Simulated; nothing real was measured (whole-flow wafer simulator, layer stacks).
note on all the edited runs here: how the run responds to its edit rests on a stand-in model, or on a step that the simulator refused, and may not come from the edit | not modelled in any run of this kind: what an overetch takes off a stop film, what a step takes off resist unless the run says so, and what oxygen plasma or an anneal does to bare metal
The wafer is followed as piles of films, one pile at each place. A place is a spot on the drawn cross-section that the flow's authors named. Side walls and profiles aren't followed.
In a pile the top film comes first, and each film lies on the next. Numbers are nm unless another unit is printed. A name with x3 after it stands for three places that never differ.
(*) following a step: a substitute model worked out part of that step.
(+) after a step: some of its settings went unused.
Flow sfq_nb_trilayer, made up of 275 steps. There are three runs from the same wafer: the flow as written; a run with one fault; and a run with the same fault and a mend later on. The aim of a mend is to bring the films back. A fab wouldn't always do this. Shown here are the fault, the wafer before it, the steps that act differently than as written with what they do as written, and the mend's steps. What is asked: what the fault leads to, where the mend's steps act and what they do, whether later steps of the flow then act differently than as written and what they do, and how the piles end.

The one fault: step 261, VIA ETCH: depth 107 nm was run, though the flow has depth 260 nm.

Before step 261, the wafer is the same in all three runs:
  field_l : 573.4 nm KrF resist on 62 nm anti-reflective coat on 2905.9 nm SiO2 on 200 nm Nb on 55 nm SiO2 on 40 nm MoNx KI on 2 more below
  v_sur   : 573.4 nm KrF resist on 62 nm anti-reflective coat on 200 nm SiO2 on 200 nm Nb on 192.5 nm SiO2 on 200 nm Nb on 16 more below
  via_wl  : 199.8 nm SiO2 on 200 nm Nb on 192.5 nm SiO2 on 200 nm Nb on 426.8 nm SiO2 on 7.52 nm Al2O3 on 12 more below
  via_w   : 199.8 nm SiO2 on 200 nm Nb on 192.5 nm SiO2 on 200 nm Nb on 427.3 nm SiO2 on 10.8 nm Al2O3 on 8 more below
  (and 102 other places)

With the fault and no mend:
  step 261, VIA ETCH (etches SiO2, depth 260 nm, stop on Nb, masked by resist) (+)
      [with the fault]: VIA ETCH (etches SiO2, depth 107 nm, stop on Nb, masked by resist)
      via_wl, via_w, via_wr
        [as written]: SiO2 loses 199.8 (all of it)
        [with the fault]: SiO2 loses 107
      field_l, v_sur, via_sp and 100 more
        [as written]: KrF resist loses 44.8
        [with the fault]: KrF resist loses 18.4
  Later steps of the flow acting differently than as written (2 other steps are not shown; they differ only slightly, by no more than 2% or 0.5 nm, whichever is larger):
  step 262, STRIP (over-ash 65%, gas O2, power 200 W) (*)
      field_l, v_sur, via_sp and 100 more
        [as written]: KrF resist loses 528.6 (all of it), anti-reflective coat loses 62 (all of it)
        [with the fault]: KrF resist loses 555 (all of it), anti-reflective coat loses 62 (all of it)
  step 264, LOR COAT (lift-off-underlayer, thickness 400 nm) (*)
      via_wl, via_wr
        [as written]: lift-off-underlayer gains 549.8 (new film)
        [with the fault]: lift-off-underlayer gains 480.2 (new film)
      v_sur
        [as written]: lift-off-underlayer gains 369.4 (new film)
        [with the fault]: lift-off-underlayer gains 383.6 (new film)
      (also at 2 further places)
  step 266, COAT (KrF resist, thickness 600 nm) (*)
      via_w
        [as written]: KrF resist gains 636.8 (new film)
        [with the fault]: KrF resist gains 619.7 (new film)
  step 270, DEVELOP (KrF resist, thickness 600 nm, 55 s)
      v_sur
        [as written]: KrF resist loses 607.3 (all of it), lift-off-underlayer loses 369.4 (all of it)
        [with the fault]: KrF resist loses 603.4 (all of it), lift-off-underlayer loses 383.6 (all of it)
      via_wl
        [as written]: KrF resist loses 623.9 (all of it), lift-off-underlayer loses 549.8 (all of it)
        [with the fault]: KrF resist loses 612.2 (all of it), lift-off-underlayer loses 480.2 (all of it)
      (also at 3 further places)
  By the end, the piles at via_wl, via_w, via_wr depart from the flow's by more than 2% or 0.5 nm, whichever is larger.
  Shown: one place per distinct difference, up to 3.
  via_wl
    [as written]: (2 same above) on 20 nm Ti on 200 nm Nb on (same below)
    [with the fault]: (2 same above) on 20 nm Ti on 92.8 nm SiO2 on 200 nm Nb on (same below)

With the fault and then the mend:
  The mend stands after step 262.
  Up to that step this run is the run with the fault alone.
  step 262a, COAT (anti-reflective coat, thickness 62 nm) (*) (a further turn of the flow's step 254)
      p4_fl x3, p4_w1 x9, p4_g1 x2 and 63 more
        anti-reflective coat gains 62 (new film)
      c5j, ce_r, sp_r and 13 more
        anti-reflective coat gains 61.9 (new film)
      be_sur, gap, jj_sur, ce_l
        anti-reflective coat gains 61.8 (new film)
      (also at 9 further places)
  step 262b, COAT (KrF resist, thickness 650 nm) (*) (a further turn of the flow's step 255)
      p4_fl x3, p4_w1 x9, p4_g1 x2 and 63 more
        KrF resist gains 650 (new film)
      res, r_end, moat, field_r, lsp_l, ln_m5, lsp_r, l0_sur
        KrF resist gains 649.5 (new film)
      be_r, r_sur, l0v
        KrF resist gains 649.4 (new film)
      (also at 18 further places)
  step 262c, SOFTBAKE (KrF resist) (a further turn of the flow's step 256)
      leaves every film unchanged at each place that is followed
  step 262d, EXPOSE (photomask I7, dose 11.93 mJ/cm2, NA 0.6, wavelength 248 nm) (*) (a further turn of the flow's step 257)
      leaves every film unchanged at each place that is followed
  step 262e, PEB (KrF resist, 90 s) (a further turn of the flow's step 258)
      jj_sur, ce_l, c5j and 92 more
        KrF resist loses 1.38
      via_sp, via_v, wire, be, be_sur, gap
        KrF resist loses 1.37
      field_l
        KrF resist loses 1.36
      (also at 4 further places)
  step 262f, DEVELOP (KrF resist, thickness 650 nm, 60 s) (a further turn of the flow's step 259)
      field_l, v_sur, via_sp and 100 more
        KrF resist loses 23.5
      via_wl
        KrF resist loses 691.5 (all of it)
      via_w
        KrF resist loses 713.4 (all of it)
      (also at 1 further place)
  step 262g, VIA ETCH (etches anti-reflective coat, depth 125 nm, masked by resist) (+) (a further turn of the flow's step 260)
      field_l, v_sur, via_sp and 100 more
        KrF resist loses 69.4
      via_wl, via_wr
        anti-reflective coat loses 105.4 (all of it), SiO2 loses 0.1
      via_w
        anti-reflective coat loses 80.4 (all of it), SiO2 loses 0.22
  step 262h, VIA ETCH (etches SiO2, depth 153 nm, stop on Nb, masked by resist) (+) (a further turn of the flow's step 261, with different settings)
      field_l, v_sur, via_sp and 100 more
        KrF resist loses 24
      via_wl, via_wr
        SiO2 loses 92.7 (all of it)
      via_w
        SiO2 loses 92.6 (all of it)
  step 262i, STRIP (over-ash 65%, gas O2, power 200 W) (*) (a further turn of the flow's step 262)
      p4_fl x3, p4_w1 x9, p4_g1 x2 and 63 more
        KrF resist loses 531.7 (all of it), anti-reflective coat loses 62 (all of it)
      r_end, moat, field_r and 6 more
        KrF resist loses 531.2 (all of it), anti-reflective coat loses 61.9 (all of it)
      ce_r, sp_r, be_r
        KrF resist loses 531 (all of it), anti-reflective coat loses 61.9 (all of it)
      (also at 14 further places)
  None of the later steps of the flow acts differently than as written at any place that is followed.
  By the end, the piles equal the flow's at every place that both follow.
